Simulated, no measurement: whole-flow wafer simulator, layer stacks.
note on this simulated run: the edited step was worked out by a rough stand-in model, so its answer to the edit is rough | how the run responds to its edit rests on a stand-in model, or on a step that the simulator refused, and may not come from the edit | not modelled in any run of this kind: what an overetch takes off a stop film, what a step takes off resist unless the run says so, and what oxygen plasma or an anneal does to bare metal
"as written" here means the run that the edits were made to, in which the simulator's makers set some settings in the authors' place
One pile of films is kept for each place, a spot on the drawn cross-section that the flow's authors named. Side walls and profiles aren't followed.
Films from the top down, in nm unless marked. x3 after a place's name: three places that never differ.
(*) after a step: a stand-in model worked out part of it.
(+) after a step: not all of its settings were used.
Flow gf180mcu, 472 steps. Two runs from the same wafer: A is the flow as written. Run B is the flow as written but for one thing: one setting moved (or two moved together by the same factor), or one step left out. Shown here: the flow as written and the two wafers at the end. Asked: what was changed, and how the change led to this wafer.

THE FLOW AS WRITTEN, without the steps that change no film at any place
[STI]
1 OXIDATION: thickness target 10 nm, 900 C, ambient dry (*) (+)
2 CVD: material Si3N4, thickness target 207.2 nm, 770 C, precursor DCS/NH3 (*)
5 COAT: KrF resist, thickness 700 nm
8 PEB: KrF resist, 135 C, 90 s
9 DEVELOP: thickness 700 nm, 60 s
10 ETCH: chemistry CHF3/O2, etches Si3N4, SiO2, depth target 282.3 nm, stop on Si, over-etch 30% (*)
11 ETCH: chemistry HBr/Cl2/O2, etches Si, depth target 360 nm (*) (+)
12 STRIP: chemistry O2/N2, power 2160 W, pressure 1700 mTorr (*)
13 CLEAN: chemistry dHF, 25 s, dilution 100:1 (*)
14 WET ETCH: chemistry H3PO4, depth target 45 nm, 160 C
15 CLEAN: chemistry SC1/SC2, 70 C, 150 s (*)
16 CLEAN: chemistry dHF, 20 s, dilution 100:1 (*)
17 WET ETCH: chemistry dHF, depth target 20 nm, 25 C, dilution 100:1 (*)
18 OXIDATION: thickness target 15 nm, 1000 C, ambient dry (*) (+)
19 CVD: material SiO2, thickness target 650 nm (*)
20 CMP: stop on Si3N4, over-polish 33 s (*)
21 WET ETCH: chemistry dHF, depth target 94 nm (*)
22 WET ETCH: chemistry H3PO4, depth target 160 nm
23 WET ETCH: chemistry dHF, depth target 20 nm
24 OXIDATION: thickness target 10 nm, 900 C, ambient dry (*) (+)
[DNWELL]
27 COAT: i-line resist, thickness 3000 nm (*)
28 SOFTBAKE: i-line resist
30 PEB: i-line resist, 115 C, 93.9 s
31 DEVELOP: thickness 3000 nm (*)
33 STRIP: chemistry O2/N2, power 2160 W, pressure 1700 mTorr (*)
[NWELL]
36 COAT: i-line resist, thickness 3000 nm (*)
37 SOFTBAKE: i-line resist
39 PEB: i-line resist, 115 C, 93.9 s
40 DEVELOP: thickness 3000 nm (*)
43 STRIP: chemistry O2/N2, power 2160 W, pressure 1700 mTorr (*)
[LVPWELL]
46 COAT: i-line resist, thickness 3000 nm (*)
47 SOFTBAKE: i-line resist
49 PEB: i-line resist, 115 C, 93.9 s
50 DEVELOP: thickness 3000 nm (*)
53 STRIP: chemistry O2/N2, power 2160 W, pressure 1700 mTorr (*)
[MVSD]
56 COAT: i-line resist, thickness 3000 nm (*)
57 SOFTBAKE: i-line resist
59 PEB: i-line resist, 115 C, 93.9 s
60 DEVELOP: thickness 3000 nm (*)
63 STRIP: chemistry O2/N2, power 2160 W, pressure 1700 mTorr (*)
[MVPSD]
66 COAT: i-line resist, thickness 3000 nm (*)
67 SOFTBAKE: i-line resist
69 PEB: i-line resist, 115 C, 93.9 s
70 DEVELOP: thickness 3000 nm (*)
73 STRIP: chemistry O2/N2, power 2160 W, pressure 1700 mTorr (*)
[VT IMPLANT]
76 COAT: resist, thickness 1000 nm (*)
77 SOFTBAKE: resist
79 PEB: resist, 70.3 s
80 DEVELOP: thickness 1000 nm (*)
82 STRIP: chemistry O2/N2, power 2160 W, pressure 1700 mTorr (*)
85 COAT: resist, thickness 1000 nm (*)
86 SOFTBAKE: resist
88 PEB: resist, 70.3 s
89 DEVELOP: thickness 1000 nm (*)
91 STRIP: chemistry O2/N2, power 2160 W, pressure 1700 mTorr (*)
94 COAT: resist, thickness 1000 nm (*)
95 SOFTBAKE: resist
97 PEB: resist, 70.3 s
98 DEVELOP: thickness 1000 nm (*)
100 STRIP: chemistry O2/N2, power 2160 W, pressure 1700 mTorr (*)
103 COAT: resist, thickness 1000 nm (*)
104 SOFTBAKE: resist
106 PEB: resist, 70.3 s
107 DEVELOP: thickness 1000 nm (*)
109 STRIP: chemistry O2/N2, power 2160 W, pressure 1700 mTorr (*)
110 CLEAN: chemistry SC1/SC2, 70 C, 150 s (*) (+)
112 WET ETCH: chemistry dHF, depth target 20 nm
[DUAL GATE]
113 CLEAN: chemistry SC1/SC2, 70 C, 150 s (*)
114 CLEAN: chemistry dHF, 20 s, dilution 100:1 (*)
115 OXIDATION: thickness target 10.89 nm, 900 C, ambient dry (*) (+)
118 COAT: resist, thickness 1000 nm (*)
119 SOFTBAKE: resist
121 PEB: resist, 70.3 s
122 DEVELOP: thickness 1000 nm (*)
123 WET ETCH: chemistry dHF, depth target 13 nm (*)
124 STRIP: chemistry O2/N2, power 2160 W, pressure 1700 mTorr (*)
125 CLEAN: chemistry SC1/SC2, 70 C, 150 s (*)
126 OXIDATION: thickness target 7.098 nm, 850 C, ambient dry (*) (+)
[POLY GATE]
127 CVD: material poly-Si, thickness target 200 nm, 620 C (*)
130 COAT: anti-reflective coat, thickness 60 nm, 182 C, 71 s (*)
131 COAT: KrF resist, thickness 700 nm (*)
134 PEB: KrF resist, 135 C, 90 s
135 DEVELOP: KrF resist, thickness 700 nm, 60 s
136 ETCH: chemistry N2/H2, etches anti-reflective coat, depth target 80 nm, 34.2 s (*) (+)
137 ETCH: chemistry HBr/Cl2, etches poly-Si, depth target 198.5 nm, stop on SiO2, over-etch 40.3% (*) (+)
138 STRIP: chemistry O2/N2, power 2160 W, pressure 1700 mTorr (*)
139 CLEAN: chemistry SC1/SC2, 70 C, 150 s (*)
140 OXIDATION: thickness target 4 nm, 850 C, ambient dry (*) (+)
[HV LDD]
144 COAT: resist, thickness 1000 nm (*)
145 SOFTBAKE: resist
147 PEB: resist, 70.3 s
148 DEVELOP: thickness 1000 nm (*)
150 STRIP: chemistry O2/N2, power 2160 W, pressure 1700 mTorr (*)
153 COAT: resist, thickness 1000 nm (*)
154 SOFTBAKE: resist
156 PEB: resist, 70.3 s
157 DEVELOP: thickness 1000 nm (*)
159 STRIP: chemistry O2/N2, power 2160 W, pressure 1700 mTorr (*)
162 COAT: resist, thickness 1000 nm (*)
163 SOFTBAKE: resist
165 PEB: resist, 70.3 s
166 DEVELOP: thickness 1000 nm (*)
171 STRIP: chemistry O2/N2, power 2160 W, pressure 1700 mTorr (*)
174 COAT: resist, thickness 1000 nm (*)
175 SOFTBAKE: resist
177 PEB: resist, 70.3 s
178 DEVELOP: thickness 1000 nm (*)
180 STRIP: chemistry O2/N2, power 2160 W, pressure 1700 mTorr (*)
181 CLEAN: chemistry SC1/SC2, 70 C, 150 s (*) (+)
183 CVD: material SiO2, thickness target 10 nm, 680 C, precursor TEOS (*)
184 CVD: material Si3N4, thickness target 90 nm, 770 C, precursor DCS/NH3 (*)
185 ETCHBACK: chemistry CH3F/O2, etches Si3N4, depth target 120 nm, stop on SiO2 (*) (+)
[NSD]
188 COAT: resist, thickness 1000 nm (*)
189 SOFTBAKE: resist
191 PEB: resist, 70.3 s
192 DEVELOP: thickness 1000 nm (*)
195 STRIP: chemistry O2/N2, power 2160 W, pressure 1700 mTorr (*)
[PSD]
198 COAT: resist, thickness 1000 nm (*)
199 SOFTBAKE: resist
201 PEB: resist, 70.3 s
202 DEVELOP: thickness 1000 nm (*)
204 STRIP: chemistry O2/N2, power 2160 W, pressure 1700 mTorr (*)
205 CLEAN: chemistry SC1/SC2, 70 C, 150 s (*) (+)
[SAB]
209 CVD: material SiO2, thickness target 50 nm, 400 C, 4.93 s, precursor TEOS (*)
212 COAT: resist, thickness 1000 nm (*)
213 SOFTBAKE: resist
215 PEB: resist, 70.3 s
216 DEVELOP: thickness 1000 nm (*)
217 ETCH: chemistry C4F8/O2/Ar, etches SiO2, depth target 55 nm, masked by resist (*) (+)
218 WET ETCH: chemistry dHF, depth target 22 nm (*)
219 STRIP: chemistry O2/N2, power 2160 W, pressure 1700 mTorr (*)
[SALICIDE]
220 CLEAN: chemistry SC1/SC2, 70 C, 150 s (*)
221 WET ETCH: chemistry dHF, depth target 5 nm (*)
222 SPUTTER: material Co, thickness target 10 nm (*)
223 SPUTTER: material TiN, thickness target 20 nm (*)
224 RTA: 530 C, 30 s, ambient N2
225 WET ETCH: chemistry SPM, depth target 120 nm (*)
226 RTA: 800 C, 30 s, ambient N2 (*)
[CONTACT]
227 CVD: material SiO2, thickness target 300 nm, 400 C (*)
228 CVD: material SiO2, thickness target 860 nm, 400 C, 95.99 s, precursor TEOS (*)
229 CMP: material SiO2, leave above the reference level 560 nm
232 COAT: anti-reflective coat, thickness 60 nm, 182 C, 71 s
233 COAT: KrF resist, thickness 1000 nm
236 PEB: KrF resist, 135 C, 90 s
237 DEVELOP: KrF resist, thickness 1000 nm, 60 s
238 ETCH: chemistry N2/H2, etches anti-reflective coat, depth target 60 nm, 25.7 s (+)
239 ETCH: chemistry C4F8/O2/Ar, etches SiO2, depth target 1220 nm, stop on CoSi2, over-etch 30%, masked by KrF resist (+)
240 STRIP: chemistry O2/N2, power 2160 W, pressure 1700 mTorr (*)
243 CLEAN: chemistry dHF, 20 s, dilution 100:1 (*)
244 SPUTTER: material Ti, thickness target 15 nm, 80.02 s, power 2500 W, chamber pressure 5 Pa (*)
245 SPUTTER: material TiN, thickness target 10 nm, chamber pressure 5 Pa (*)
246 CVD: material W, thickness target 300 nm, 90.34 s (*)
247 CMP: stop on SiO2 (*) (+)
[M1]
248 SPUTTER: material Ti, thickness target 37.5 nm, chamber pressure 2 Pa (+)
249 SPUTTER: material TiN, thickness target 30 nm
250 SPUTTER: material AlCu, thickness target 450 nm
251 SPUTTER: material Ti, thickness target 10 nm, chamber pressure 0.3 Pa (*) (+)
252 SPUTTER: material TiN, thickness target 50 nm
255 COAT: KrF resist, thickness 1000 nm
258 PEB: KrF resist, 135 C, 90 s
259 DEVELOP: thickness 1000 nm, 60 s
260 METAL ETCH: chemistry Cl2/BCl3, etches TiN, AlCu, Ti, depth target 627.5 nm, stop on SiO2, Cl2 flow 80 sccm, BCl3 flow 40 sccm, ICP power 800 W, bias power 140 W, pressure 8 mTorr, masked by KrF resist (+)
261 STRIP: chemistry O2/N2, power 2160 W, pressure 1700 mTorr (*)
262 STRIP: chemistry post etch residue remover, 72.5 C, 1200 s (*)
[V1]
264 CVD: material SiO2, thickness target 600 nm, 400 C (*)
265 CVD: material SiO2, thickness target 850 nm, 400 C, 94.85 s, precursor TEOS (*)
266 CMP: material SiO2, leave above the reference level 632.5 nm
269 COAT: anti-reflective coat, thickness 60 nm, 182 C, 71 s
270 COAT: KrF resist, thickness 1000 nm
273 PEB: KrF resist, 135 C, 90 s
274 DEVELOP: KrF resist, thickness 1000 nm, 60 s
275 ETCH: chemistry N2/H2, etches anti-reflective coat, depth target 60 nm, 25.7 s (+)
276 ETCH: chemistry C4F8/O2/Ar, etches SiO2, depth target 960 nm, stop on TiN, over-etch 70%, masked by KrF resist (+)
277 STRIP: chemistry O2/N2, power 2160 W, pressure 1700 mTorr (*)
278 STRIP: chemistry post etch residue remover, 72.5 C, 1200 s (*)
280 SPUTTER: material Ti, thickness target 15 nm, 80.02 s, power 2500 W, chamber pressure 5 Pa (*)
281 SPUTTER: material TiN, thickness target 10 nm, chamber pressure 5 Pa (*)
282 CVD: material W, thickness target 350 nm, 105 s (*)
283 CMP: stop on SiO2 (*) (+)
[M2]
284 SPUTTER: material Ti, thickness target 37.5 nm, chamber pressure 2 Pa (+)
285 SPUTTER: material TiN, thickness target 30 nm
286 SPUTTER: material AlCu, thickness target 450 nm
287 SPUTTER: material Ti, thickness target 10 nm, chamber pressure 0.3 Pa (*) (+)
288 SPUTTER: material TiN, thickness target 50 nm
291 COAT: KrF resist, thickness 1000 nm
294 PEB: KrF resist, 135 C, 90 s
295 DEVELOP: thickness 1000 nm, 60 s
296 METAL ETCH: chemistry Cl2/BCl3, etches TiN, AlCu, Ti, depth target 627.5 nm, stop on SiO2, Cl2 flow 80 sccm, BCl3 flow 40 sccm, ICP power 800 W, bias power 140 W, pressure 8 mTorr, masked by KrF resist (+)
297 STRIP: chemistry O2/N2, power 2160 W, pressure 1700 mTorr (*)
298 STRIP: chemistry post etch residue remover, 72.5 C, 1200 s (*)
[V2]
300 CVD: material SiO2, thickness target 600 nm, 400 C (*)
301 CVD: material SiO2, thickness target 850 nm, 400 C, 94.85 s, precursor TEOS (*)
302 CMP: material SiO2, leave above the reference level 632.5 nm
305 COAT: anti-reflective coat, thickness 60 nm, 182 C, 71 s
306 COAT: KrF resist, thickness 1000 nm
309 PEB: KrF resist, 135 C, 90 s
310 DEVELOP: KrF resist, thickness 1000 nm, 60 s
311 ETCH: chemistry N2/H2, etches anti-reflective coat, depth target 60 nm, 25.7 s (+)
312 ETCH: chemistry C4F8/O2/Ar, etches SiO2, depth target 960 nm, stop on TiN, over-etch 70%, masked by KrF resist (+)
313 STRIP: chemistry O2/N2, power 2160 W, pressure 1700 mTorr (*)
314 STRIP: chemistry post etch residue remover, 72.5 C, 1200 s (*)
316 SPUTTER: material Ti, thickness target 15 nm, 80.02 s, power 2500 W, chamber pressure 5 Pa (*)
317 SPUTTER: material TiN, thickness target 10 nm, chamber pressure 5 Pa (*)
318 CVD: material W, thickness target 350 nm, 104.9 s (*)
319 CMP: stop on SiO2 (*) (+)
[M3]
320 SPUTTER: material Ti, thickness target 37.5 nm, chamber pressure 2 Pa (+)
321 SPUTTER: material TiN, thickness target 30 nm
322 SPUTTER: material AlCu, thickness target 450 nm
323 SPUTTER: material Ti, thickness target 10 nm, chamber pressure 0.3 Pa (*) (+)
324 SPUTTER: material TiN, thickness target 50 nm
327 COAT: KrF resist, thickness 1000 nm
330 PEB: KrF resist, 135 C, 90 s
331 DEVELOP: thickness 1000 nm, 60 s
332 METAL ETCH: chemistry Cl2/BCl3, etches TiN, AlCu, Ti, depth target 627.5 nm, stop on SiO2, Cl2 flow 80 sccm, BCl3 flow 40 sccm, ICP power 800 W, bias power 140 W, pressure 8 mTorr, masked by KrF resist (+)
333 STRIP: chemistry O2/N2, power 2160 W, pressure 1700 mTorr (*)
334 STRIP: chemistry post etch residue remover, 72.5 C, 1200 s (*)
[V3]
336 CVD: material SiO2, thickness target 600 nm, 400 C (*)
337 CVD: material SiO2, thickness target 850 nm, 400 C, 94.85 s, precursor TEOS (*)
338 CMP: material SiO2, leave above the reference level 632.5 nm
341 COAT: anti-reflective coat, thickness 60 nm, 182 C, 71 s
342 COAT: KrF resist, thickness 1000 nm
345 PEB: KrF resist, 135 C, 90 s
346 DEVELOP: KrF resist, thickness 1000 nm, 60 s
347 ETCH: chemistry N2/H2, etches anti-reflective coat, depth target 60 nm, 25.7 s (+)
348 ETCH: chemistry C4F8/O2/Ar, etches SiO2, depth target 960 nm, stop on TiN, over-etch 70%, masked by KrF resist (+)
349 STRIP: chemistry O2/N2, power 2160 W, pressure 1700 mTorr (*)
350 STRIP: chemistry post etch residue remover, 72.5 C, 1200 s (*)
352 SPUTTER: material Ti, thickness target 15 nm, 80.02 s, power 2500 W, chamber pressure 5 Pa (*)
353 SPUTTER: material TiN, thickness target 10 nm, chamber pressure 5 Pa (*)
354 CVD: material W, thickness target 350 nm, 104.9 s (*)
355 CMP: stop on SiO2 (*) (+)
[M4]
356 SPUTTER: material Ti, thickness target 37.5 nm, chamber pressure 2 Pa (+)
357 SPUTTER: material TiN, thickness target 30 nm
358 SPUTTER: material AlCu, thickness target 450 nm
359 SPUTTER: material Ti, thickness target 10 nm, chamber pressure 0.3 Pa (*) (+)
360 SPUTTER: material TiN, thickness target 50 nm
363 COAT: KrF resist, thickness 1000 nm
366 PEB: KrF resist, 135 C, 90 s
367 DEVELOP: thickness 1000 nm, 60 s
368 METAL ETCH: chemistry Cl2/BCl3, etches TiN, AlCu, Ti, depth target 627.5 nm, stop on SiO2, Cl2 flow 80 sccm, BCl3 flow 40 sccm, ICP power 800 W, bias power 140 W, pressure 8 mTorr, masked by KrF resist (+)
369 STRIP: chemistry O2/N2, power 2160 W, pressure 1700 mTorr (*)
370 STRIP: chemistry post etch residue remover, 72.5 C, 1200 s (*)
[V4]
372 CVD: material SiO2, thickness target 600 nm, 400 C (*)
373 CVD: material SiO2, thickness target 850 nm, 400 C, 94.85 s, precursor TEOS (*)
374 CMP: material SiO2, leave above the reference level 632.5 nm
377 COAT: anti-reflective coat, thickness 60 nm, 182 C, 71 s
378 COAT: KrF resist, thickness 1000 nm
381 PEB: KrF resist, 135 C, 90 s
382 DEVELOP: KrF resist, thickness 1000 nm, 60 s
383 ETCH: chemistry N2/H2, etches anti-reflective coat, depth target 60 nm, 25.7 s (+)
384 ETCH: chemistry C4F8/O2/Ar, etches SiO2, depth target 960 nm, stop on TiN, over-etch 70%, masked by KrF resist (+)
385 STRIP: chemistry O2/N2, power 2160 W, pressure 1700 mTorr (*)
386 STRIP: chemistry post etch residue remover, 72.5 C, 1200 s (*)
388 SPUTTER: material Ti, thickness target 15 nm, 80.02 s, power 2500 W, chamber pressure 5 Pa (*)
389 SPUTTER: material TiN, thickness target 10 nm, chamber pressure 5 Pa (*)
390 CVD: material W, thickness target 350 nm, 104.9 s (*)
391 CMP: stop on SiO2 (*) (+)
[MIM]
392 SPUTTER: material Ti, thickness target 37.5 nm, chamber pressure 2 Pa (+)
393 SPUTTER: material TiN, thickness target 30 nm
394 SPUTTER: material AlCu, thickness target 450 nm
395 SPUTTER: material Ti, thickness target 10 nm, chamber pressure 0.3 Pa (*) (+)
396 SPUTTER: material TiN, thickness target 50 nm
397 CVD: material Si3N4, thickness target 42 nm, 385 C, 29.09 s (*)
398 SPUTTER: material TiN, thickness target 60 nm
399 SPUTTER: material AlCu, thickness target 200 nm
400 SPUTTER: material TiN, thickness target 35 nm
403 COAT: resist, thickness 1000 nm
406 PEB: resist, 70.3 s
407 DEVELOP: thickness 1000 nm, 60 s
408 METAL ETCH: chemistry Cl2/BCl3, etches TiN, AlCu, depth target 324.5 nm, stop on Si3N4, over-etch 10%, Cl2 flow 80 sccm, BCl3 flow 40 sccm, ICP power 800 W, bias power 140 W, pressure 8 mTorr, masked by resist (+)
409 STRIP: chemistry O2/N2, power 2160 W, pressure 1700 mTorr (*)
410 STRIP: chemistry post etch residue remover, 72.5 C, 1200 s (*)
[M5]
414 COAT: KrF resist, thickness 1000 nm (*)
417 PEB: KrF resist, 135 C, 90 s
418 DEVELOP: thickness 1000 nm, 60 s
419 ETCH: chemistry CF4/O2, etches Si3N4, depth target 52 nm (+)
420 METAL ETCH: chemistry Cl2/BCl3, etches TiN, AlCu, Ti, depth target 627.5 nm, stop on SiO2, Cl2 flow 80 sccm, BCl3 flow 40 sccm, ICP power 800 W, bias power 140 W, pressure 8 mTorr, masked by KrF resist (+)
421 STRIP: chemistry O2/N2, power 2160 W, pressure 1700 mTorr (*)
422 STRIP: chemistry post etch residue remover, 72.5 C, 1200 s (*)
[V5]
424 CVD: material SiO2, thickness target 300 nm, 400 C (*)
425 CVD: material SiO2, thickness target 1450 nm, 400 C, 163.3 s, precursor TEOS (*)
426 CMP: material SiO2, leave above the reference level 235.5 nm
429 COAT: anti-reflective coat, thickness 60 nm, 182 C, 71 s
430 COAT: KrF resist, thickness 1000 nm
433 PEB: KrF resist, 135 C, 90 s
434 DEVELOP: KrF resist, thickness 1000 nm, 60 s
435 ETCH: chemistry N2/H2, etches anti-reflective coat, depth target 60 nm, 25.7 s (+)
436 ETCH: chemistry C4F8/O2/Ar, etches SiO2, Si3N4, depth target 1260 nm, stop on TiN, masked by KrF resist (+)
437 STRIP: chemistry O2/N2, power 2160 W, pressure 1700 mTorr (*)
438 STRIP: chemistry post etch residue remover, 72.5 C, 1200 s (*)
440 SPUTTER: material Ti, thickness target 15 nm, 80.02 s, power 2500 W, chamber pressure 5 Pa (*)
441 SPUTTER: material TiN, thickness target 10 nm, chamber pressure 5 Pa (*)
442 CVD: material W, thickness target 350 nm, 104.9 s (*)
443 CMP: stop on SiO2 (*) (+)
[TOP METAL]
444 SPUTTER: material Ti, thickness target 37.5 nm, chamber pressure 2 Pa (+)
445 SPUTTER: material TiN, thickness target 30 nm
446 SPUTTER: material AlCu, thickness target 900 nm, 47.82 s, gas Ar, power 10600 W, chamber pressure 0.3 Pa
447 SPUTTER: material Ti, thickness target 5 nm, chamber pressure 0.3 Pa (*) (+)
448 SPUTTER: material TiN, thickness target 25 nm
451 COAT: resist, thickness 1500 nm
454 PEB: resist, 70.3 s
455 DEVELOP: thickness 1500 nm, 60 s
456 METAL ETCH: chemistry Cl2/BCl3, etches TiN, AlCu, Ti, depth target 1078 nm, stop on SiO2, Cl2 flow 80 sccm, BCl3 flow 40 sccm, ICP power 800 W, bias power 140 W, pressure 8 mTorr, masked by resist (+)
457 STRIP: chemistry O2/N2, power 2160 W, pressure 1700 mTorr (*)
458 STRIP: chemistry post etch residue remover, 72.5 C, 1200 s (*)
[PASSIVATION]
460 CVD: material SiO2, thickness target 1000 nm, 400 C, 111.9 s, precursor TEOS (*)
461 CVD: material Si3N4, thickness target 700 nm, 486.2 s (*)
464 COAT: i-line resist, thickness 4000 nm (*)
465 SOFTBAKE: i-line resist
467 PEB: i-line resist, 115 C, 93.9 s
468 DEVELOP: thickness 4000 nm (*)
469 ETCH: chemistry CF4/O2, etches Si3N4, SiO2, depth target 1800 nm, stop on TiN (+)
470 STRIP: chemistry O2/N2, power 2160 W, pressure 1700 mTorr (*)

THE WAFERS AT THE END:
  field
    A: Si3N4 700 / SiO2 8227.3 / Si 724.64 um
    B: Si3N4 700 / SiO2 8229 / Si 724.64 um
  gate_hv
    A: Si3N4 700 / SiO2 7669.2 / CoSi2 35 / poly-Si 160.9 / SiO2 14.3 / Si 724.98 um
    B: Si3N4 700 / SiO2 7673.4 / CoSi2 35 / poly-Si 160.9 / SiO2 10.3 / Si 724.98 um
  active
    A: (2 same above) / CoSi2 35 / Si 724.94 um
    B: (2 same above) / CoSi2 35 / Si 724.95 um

The cause: step 115, OXIDATION: thickness target 6.26 nm was run, where the flow has thickness target 10.89 nm.

How the change led to this, step by step:
  115 OXIDATION: thickness target 10.89 nm, 900 C, ambient dry (*) (+)
      active, n_well, p_well and 40 more: A SiO2 +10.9 (new film), Si -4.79 | B SiO2 +6.26 (new film), Si -2.75
      sti, mim_1p0, pad and 21 more: A SiO2 +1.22, Si -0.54 | B SiO2 +0.48, Si -0.21
      (and at 25 more places)
  123 WET ETCH: chemistry dHF, depth target 13 nm (*)
      active, n_well, p_well and 12 more: A SiO2 -10.9 (all of it) | B SiO2 -6.26 (all of it)
  126 OXIDATION: thickness target 7.098 nm, 850 C, ambient dry (*) (+)
      gate_hv, active_hv, active_nat and 25 more: A SiO2 +3.72, Si -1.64 | B SiO2 +4.34, Si -1.91
  130 COAT: anti-reflective coat, thickness 60 nm, 182 C, 71 s (*)
      p_well, spacer, sd_n: A anti-reflective coat +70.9 (new film) | B anti-reflective coat +68.4 (new film)
      active: A anti-reflective coat +65.7 (new film) | B anti-reflective coat +64.3 (new film)
      (and at 8 more places)
  136 ETCH: chemistry N2/H2, etches anti-reflective coat, depth target 80 nm, 34.2 s (*) (+)
      p_well, spacer, sd_n: A anti-reflective coat -70.9 (all of it), poly-Si -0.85 | B anti-reflective coat -68.4 (all of it), poly-Si -0.91
      active: A anti-reflective coat -65.7 (all of it), poly-Si -0.98 | B anti-reflective coat -64.3 (all of it), poly-Si -1.02
      (and at 6 more places)
  138 STRIP: chemistry O2/N2, power 2160 W, pressure 1700 mTorr (*)
      gate: A chemical SiO2 +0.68 (new film), KrF resist -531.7 (all of it), anti-reflective coat -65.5 (all of it), poly-Si -0.3 | B chemical SiO2 +0.68 (new film), KrF resist -530.7 (all of it), anti-reflective coat -64 (all of it), poly-Si -0.3
      ld_fp_p: A chemical SiO2 +0.68 (new film), KrF resist -526.2 (all of it), anti-reflective coat -47.8 (all of it), poly-Si -0.3 | B chemical SiO2 +0.68 (new film), KrF resist -526.4 (all of it), anti-reflective coat -46.7 (all of it), poly-Si -0.3
  145 SOFTBAKE: resist
      active_nat: A resist +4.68 | B resist +8.9
  154 SOFTBAKE: resist
      active_nat: A resist +4.68 | B resist +8.9
  163 SOFTBAKE: resist
      active_nat: A resist +4.68 | B resist +8.9
  175 SOFTBAKE: resist
      active_nat: A resist +4.68 | B resist +8.9
  189 SOFTBAKE: resist
      active_hv: A resist +2.68 | B resist -0.38
  199 SOFTBAKE: resist
      active_hv: A resist +2.68 | B resist -0.38
  218 WET ETCH: chemistry dHF, depth target 22 nm (*)
      ldn_tap, ldn_src, ldn_drn, ldp_tap, ldp_src, ldp_drn, ldp_gr: A SiO2 -16 (all of it) | B SiO2 -12.1 (all of it)
      ld_drn_n, ld_sd_p: A SiO2 -14.8 (all of it) | B SiO2 -10.9 (all of it)
      (and at 5 more places)
  223 SPUTTER: material TiN, thickness target 20 nm (*)
      field__w12: A TiN +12 (new film) | B TiN +12.6 (new film)
  225 WET ETCH: chemistry SPM, depth target 120 nm (*)
      field__w12: A TiN -12 (all of it), Co -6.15 (all of it) | B TiN -12.6 (all of it), Co -6.15 (all of it)
